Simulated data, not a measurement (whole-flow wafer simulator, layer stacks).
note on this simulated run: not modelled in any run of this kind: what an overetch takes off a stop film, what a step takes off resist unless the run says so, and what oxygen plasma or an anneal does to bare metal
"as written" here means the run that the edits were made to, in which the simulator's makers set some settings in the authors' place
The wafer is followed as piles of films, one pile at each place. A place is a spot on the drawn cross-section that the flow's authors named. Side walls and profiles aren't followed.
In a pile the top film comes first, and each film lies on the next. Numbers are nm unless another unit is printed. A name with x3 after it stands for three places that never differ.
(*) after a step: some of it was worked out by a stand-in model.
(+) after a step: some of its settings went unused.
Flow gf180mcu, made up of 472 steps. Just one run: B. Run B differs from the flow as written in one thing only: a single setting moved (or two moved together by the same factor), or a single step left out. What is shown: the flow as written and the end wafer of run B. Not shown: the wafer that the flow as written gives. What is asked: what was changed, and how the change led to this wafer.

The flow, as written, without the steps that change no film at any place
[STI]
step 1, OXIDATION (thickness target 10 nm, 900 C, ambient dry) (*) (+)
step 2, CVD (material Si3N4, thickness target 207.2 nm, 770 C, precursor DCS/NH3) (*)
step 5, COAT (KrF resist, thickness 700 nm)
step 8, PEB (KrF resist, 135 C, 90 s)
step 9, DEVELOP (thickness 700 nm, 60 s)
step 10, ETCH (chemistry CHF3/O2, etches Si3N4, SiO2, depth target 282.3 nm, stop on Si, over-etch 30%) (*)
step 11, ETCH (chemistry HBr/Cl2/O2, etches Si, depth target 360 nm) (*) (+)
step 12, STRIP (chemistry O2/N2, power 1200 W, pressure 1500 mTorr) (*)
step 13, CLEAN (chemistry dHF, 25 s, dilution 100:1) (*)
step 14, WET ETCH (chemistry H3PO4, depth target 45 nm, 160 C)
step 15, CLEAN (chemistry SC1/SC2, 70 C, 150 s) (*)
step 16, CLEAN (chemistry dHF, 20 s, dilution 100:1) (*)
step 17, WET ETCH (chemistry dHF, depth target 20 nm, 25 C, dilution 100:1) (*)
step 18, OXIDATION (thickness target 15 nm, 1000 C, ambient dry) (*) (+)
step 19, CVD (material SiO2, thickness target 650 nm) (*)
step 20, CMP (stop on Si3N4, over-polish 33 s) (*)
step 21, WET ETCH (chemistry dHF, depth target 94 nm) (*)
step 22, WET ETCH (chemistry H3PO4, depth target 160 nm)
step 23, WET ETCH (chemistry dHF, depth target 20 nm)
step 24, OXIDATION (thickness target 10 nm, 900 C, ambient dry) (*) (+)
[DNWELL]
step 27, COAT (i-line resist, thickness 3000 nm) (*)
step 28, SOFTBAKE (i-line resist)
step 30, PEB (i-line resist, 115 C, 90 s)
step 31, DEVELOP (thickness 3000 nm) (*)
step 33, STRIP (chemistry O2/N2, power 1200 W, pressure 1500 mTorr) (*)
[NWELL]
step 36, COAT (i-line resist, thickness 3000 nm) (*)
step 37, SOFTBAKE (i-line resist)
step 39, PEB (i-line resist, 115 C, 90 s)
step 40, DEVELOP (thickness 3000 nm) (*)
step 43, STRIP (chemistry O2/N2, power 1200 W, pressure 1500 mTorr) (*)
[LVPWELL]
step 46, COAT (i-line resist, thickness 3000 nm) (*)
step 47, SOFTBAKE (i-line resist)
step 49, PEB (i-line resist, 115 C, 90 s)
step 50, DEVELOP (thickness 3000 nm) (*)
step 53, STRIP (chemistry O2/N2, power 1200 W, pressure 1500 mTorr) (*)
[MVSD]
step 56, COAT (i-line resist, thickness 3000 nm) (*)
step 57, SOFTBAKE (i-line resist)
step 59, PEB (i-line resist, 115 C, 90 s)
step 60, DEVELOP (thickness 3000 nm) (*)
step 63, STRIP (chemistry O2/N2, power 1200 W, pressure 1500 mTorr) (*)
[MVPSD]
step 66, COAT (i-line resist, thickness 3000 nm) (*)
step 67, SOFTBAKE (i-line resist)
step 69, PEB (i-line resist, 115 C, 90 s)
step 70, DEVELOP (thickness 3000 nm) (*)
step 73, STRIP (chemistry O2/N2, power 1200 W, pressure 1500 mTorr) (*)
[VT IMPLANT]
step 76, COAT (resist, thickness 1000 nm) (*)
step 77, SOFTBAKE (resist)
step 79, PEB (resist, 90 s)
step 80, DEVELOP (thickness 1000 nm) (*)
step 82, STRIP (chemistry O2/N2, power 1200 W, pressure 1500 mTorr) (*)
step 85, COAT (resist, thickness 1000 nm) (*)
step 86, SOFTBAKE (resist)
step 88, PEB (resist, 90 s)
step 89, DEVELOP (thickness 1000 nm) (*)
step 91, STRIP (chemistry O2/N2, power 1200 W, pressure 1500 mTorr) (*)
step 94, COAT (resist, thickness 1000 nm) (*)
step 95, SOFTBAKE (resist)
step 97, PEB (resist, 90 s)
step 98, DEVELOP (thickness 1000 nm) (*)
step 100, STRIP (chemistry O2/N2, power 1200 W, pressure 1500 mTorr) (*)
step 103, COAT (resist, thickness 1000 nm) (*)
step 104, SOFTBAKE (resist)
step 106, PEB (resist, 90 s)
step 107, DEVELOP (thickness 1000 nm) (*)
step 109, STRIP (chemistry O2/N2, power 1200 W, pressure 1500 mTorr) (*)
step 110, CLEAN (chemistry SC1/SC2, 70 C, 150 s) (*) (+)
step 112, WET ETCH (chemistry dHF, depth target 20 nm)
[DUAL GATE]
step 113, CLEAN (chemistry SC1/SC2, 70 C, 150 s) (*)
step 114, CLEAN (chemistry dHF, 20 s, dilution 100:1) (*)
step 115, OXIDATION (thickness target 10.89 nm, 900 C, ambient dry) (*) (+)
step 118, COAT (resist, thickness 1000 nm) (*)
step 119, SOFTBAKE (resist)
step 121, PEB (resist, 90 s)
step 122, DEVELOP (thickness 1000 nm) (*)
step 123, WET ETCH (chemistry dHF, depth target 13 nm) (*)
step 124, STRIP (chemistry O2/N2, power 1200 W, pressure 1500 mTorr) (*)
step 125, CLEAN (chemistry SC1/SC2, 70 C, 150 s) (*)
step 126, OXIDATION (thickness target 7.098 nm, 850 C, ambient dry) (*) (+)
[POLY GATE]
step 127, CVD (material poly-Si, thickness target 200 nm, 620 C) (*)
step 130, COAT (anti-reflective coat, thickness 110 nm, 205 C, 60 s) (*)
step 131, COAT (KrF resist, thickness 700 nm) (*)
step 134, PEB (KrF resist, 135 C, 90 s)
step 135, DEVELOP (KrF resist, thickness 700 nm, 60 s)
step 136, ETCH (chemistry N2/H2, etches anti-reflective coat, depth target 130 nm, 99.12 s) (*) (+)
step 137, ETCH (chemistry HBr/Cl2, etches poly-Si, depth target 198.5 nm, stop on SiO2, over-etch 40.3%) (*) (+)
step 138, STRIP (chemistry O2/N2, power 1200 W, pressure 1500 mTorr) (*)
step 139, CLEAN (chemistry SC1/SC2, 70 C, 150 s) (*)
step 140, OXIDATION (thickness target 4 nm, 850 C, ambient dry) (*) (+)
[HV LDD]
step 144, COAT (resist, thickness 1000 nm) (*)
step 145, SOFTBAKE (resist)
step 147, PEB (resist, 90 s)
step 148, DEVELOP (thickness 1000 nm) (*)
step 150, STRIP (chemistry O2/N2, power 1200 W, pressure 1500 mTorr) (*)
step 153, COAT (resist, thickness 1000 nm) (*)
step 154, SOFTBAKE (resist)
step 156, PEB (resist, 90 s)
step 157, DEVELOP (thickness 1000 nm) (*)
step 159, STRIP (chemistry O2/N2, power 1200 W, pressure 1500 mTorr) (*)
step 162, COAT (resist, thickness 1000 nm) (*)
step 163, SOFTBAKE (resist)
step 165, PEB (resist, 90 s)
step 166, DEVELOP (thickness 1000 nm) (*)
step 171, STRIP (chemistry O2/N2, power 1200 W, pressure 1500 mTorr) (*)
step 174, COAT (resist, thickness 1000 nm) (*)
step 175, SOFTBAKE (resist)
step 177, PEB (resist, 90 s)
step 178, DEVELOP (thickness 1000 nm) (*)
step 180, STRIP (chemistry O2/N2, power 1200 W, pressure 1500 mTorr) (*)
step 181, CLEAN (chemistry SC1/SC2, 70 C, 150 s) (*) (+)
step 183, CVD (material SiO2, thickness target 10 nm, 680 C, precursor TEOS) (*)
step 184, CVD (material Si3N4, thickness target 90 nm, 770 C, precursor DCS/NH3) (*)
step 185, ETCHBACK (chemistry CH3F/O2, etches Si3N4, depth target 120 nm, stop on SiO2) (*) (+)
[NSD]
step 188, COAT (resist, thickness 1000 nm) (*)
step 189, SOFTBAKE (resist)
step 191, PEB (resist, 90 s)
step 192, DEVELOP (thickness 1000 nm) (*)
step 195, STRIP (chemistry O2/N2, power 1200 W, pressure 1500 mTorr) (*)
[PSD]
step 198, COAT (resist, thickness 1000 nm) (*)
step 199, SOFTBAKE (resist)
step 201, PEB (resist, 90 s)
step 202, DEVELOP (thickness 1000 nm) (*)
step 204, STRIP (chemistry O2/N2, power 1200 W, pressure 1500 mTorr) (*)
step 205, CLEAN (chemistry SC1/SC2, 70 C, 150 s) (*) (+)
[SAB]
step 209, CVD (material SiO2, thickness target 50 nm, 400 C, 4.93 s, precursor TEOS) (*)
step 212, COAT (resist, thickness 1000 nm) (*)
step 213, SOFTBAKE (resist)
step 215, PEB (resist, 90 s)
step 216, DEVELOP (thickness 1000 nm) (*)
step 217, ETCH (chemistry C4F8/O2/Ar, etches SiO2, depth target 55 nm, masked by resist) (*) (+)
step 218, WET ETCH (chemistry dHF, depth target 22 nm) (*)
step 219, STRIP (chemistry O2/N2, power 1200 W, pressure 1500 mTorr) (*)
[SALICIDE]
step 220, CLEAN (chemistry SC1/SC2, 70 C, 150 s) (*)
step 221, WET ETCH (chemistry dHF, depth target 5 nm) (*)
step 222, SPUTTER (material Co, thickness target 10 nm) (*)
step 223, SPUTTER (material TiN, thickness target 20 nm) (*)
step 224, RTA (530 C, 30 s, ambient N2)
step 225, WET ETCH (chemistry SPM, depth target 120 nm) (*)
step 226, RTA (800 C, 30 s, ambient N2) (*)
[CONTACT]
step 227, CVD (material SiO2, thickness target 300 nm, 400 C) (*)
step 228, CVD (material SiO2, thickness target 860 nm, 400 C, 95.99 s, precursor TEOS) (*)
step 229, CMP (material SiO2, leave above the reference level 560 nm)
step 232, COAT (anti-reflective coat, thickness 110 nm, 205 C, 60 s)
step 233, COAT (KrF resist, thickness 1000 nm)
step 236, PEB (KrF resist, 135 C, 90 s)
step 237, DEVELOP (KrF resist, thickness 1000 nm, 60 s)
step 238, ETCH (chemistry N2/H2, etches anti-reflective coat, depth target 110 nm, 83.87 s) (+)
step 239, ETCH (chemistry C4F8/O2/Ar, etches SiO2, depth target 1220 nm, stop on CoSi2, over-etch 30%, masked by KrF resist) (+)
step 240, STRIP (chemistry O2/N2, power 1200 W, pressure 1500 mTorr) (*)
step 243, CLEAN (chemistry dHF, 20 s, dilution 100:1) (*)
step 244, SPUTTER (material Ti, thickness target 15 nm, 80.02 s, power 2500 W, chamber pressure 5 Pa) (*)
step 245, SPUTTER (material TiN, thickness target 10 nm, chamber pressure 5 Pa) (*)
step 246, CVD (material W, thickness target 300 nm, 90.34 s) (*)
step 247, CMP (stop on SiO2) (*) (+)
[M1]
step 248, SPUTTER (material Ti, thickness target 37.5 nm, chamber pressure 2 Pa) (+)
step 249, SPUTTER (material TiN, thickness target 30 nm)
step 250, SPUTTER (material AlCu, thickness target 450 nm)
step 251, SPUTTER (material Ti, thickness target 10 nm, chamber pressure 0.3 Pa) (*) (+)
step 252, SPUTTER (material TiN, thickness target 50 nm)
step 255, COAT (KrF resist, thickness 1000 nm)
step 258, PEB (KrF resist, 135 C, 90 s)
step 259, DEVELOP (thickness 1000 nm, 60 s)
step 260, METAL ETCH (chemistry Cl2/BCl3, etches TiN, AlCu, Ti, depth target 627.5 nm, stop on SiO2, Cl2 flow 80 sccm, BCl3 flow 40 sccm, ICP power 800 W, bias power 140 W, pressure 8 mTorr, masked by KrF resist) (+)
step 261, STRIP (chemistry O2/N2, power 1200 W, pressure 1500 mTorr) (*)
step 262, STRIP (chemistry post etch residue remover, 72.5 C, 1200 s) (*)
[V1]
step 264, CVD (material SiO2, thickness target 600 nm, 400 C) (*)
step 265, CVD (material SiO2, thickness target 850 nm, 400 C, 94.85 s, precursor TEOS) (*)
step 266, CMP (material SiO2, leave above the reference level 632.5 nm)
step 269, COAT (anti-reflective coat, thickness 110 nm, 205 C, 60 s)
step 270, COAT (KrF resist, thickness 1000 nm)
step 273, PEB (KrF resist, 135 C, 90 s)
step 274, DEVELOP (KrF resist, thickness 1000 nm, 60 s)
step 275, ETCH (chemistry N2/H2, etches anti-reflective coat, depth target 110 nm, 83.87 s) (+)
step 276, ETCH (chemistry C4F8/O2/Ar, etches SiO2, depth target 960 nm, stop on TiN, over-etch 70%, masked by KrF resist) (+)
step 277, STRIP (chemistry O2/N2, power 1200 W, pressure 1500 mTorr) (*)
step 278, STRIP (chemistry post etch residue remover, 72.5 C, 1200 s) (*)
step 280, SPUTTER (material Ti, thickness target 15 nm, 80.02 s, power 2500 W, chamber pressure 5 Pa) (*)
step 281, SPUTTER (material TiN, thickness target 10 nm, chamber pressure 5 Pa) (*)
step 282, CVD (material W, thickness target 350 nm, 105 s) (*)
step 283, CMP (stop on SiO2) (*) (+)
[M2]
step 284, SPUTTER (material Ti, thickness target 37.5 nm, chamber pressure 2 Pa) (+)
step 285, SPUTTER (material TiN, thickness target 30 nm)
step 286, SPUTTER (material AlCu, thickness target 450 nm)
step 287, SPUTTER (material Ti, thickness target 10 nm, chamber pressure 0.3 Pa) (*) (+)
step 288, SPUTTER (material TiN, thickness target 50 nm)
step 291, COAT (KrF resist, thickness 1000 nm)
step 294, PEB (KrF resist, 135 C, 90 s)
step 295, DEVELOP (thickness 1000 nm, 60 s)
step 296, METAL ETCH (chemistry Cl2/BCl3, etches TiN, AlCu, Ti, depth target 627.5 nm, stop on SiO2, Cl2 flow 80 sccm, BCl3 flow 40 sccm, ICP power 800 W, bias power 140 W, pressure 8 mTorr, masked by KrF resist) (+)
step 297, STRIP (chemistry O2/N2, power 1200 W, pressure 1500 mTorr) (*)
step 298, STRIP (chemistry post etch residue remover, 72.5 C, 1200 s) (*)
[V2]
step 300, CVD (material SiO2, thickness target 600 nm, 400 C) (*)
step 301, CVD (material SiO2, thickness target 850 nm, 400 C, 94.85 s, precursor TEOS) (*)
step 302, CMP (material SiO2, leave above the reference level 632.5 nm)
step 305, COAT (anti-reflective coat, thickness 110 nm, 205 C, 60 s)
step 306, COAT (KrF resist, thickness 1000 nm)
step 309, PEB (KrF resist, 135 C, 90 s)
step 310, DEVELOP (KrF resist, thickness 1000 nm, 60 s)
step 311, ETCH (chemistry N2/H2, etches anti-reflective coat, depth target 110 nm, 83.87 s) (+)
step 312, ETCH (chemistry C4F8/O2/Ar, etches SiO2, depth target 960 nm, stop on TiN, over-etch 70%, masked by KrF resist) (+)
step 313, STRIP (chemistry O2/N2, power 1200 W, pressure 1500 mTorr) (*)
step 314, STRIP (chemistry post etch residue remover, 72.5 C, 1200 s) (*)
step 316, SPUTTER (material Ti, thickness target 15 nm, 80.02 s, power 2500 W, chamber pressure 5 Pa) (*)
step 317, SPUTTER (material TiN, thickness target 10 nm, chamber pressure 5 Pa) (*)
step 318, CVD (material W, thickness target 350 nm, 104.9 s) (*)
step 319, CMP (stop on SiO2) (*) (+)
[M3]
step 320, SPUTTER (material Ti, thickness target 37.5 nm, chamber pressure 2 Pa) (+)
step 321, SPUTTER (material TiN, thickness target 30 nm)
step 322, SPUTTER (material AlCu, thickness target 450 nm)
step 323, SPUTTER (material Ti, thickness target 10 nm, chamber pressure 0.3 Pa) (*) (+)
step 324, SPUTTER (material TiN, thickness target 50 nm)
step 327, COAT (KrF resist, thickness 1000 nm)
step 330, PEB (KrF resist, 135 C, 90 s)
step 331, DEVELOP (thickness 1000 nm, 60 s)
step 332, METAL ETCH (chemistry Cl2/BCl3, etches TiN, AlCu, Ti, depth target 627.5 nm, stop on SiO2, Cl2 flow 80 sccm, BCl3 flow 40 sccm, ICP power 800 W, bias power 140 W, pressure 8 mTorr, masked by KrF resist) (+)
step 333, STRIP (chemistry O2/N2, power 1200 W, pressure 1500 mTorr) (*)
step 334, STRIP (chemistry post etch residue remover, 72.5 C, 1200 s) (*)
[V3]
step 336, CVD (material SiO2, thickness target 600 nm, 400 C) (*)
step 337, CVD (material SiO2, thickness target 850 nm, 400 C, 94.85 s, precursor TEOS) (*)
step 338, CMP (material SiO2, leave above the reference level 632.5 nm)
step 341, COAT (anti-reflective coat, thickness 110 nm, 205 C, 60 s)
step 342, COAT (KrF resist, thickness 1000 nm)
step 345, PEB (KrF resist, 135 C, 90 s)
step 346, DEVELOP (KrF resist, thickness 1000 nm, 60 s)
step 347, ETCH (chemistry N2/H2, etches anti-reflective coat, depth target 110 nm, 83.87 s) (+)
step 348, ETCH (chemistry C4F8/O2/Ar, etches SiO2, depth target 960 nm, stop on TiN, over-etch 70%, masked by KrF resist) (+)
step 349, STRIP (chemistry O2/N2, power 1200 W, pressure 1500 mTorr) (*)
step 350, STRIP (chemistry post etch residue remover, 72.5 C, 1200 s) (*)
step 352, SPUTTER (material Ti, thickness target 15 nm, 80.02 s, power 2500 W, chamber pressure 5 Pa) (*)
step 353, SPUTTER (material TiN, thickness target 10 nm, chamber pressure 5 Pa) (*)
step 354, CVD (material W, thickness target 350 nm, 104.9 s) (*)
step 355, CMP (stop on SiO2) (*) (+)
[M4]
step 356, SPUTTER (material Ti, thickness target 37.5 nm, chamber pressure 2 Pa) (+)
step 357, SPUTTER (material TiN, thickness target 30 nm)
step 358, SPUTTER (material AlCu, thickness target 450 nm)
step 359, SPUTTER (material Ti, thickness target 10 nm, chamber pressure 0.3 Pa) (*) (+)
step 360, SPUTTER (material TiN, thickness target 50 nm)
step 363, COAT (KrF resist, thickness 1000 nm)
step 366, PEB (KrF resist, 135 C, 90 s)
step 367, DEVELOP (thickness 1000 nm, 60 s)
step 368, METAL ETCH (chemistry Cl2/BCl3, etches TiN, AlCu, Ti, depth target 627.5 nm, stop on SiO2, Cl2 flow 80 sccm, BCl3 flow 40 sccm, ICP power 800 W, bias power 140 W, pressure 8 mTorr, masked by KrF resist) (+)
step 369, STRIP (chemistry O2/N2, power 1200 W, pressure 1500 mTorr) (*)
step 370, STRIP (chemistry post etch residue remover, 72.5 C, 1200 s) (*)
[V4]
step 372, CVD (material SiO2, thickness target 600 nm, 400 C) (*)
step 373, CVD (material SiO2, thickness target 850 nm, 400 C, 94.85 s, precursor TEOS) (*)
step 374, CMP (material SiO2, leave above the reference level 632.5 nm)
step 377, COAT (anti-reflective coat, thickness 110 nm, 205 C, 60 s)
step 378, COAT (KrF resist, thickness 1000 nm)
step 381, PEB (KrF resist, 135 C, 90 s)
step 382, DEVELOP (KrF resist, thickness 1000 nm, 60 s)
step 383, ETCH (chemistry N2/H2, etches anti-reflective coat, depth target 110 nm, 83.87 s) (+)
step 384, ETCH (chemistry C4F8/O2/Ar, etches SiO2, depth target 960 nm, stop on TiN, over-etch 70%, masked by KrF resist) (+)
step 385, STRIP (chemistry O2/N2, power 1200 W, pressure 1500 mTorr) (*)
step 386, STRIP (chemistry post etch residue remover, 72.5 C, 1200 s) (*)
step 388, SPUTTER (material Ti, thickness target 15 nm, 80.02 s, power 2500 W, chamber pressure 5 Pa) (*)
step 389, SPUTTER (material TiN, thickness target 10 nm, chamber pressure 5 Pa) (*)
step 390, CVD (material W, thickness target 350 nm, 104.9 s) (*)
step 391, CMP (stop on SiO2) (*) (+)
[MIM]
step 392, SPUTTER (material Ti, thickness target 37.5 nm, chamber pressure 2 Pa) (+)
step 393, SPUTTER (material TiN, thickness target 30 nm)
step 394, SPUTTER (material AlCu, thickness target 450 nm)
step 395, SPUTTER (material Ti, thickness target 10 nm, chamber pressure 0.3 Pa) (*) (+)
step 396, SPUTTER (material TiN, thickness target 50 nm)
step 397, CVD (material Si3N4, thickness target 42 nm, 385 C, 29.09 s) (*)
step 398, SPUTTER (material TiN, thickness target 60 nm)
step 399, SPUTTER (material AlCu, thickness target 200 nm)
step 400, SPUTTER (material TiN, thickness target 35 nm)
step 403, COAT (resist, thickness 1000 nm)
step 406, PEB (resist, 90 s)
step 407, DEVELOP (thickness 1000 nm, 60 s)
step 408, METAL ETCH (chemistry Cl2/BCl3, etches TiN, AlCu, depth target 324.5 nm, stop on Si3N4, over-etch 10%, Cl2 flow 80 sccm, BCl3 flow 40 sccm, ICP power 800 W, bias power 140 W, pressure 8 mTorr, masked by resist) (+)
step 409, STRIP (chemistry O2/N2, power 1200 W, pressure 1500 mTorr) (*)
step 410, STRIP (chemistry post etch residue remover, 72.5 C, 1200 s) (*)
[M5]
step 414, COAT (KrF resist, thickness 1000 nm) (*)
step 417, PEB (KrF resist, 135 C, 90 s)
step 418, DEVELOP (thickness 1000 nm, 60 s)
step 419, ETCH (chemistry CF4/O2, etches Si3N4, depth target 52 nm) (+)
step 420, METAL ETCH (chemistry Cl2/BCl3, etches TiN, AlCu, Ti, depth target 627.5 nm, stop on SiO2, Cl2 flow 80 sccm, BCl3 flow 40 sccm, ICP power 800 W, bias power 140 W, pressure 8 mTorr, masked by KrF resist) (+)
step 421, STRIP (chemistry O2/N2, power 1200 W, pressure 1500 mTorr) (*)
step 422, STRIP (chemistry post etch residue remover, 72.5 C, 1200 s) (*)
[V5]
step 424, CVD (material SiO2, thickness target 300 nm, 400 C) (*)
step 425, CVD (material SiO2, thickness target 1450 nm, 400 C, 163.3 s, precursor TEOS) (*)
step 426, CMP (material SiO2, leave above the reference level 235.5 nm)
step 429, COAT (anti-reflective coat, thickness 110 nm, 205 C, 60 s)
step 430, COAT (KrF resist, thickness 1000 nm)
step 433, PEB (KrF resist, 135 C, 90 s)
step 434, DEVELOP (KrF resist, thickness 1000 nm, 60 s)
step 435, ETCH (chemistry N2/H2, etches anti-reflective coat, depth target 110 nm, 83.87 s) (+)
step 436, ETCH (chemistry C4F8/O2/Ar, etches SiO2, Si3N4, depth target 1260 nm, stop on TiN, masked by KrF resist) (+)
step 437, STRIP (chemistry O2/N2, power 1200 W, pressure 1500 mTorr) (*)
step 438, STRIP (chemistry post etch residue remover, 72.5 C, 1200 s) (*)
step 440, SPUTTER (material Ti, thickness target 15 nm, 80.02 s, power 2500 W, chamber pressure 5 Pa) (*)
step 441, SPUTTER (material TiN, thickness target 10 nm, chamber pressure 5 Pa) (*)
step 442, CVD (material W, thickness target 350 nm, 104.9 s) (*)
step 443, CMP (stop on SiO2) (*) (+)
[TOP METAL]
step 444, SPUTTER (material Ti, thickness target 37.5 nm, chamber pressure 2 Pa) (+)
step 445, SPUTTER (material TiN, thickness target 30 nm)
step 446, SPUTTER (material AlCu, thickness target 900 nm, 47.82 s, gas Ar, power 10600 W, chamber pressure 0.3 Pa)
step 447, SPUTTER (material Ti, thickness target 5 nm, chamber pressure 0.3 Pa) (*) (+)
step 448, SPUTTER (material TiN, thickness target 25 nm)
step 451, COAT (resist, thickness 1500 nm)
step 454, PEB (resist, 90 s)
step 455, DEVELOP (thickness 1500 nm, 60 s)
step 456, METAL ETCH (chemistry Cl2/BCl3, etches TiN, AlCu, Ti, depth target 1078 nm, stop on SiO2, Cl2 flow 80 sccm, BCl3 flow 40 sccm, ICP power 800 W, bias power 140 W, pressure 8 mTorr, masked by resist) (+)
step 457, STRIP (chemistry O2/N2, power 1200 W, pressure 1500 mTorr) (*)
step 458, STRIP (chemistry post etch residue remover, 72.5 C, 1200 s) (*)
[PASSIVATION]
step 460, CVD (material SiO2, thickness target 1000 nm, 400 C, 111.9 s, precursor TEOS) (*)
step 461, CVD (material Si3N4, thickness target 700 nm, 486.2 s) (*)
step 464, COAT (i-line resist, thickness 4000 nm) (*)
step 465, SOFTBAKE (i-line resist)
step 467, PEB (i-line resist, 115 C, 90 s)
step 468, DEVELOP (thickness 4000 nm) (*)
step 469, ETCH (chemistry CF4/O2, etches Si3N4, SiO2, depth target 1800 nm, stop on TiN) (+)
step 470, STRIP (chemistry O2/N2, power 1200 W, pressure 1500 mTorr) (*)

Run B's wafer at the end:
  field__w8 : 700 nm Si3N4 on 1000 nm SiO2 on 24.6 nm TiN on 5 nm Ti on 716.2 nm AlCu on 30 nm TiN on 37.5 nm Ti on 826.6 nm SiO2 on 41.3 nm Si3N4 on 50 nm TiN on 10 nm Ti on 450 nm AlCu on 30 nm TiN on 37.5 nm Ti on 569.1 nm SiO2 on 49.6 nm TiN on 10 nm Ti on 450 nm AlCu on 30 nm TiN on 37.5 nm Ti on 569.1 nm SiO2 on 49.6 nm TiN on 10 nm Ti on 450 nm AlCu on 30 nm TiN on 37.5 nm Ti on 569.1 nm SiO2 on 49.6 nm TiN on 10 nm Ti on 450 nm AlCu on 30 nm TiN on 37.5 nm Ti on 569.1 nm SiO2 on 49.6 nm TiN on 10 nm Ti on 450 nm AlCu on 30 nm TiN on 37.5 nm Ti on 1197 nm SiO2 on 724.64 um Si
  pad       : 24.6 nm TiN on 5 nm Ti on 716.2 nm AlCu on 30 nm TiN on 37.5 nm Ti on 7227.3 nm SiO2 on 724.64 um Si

Cause: step 446, SPUTTER: 38.26 s was run, while the flow as written has 47.82 s.

The path from the change to this, step by step:
  step 446, SPUTTER (material AlCu, thickness target 900 nm, 47.82 s, gas Ar, power 10600 W, chamber pressure 0.3 Pa)
      field, field__w1, field__w2 and 109 more: AlCu gains 716.2 (new film) (in the flow as written it would be: AlCu gains 900 (new film))
  step 456, METAL ETCH (chemistry Cl2/BCl3, etches TiN, AlCu, Ti, depth target 1078 nm, stop on SiO2, Cl2 flow 80 sccm, BCl3 flow 40 sccm, ICP power 800 W, bias power 140 W, pressure 8 mTorr, masked by resist) (+)
      field, field__w1, field__w2 and 103 more: TiN loses 25 (all of it), Ti loses 5 (all of it), AlCu loses 716.2 (all of it), TiN loses 30 (all of it), Ti loses 37.5 (all of it) (in the flow as written it would be: TiN loses 25 (all of it), Ti loses 5 (all of it), AlCu loses 900 (all of it), TiN loses 30 (all of it), Ti loses 37.5 (all of it))
  step 464, COAT (i-line resist, thickness 4000 nm) (*)
      field__w8: i-line resist gains 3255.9 (new film) (in the flow as written it would be: i-line resist gains 3093.1 (new film))
      contact: i-line resist gains 3299.2 (new film) (in the flow as written it would be: i-line resist gains 3153.6 (new film))
      (also at 4 further places)
  step 465, SOFTBAKE (i-line resist)
      field__w5, field__w9: i-line resist gains 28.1 (in the flow as written it would be: i-line resist gains 37.3)
      pplus_u, ppoly_u: i-line resist gains 28.4 (in the flow as written it would be: i-line resist gains 38)
      (also at 65 further places)
  step 467, PEB (i-line resist, 115 C, 90 s)
      field__w8, m1__w1: i-line resist loses 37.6 (in the flow as written it would be: i-line resist loses 34.7)
      contact, m1: i-line resist loses 37.9 (in the flow as written it would be: i-line resist loses 35.1)
      (also at 2 further places)
  step 468, DEVELOP (thickness 4000 nm) (*)
      pad: i-line resist loses 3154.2 (all of it) (in the flow as written it would be: i-line resist loses 2974.8 (all of it))
  step 470, STRIP (chemistry O2/N2, power 1200 W, pressure 1500 mTorr) (*)
      field__w8: i-line resist loses 1964.8 (all of it) (in the flow as written it would be: i-line resist loses 1787.7 (all of it))
      contact: i-line resist loses 1982 (all of it) (in the flow as written it would be: i-line resist loses 1811.2 (all of it))
      (also at 3 further places)
